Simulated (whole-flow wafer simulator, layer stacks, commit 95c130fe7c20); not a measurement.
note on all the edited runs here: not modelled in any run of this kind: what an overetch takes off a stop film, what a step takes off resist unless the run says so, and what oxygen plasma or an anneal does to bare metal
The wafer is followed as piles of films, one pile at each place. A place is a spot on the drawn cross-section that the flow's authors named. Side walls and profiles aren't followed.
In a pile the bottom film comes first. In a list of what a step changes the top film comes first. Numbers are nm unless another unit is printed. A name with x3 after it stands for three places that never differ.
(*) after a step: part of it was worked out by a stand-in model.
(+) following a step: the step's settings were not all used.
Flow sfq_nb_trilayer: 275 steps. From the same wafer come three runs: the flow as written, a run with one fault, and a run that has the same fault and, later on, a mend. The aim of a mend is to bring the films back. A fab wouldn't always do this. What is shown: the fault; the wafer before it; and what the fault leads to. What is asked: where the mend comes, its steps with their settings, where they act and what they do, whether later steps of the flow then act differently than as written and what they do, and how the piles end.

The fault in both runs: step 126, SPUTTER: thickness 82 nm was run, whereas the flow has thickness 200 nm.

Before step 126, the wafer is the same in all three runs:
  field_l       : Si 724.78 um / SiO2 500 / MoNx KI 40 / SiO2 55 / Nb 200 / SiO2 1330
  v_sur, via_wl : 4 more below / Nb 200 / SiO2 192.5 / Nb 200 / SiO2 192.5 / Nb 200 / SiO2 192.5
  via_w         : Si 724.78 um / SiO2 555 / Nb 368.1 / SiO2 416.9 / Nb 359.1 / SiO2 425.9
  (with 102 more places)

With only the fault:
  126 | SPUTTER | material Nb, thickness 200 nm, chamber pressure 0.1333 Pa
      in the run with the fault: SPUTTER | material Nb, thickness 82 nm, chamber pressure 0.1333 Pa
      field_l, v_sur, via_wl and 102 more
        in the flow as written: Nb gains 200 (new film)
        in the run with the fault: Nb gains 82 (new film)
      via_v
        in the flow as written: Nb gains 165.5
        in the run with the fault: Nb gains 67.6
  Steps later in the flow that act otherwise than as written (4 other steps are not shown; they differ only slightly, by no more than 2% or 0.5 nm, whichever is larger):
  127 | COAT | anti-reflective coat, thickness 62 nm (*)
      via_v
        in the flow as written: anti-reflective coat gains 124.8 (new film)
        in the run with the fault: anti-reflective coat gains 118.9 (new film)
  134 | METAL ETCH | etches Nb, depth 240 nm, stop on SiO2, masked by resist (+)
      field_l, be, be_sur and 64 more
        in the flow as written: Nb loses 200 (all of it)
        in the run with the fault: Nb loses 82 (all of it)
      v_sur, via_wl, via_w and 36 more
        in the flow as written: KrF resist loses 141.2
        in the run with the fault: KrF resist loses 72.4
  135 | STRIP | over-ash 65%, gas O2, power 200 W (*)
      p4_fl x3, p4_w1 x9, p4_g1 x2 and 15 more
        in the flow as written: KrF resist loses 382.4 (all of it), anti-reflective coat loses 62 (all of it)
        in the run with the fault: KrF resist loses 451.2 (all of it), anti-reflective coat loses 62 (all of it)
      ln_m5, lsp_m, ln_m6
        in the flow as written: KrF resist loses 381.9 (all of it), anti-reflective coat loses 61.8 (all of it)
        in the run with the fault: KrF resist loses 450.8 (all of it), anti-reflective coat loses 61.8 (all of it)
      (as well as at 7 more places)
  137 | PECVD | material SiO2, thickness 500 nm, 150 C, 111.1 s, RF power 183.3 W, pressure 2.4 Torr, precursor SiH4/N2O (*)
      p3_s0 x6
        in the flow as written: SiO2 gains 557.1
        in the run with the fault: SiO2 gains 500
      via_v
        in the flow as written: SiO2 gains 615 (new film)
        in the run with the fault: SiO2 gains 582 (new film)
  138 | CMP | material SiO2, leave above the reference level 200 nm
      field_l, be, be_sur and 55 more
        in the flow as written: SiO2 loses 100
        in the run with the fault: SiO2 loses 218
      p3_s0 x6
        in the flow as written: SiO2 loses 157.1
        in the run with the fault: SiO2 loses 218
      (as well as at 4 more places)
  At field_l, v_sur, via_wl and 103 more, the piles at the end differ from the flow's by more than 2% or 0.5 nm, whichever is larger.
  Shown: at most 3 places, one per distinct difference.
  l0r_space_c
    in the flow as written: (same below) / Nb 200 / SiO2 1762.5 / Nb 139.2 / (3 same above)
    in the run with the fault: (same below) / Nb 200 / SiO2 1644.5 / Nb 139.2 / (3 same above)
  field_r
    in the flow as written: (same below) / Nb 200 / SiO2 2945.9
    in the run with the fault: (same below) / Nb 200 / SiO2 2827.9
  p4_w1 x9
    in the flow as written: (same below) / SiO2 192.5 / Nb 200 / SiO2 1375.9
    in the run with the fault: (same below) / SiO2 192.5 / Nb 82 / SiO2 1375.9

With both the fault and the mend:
  After step 126 comes the mend.
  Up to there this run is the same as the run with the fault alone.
  126a | SPUTTER | material Nb, thickness 118 nm, chamber pressure 0.1333 Pa (a further turn of the flow's step 126, with different settings)
      field_l, v_sur, via_wl and 102 more
        Nb gains 118
      via_v
        Nb gains 97.6
  Later steps of the flow that are run all act as written at every place that is followed, up to a difference of at most 2% or 0.5 nm, whichever is larger.
  The piles end only slightly different from the flow's at the places that both follow, by no more than 2% or 0.5 nm, whichever is larger.
